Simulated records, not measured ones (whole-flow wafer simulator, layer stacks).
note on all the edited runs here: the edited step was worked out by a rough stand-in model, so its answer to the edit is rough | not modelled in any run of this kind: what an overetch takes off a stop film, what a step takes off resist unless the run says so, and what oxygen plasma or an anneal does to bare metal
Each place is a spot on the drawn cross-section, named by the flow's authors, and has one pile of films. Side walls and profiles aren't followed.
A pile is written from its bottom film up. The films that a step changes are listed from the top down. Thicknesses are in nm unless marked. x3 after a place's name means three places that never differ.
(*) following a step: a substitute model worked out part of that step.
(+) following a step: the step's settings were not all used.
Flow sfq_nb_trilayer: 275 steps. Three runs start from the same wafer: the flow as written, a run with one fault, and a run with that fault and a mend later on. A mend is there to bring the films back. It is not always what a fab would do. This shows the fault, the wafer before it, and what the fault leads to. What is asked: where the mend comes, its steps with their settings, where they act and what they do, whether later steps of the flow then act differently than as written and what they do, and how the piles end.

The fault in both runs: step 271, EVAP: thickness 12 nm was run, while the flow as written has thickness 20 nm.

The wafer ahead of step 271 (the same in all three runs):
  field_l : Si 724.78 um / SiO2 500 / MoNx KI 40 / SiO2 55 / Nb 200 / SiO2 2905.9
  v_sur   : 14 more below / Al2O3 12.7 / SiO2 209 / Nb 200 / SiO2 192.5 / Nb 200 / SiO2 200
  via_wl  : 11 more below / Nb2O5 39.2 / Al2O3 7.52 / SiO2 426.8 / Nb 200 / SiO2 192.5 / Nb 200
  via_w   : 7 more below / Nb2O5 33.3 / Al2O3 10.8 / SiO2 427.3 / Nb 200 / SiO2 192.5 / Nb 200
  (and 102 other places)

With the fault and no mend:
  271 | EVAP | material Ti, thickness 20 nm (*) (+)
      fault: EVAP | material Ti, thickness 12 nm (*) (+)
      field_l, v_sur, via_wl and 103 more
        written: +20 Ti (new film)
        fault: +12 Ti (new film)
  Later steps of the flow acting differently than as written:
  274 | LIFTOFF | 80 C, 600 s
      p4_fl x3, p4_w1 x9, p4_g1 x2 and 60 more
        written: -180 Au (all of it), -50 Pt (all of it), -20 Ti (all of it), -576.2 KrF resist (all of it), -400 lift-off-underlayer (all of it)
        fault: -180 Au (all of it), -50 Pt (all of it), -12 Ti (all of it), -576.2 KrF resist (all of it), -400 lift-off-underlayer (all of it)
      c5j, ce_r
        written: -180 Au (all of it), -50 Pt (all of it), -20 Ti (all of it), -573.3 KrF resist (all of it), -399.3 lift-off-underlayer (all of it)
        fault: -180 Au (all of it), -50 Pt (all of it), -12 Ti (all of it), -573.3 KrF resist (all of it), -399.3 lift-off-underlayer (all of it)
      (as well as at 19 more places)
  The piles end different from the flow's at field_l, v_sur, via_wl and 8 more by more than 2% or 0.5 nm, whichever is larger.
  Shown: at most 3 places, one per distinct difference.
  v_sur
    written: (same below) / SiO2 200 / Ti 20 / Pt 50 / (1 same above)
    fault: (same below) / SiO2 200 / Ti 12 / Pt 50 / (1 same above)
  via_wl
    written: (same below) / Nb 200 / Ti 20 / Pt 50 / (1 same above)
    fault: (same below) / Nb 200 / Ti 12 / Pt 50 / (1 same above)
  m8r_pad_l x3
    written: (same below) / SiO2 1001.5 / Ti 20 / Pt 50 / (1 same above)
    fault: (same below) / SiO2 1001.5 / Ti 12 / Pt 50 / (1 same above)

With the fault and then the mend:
  The mend follows step 271.
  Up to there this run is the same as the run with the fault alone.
  271a | EVAP | material Ti, thickness 8 nm (*) (+) (the flow's step 271, run once more with other settings)
      field_l, v_sur, via_wl and 103 more
        +8 Ti
  Every later step of the flow that is run acts as written at every place that is followed.
  The piles end the same as the flow's at every place that both follow.
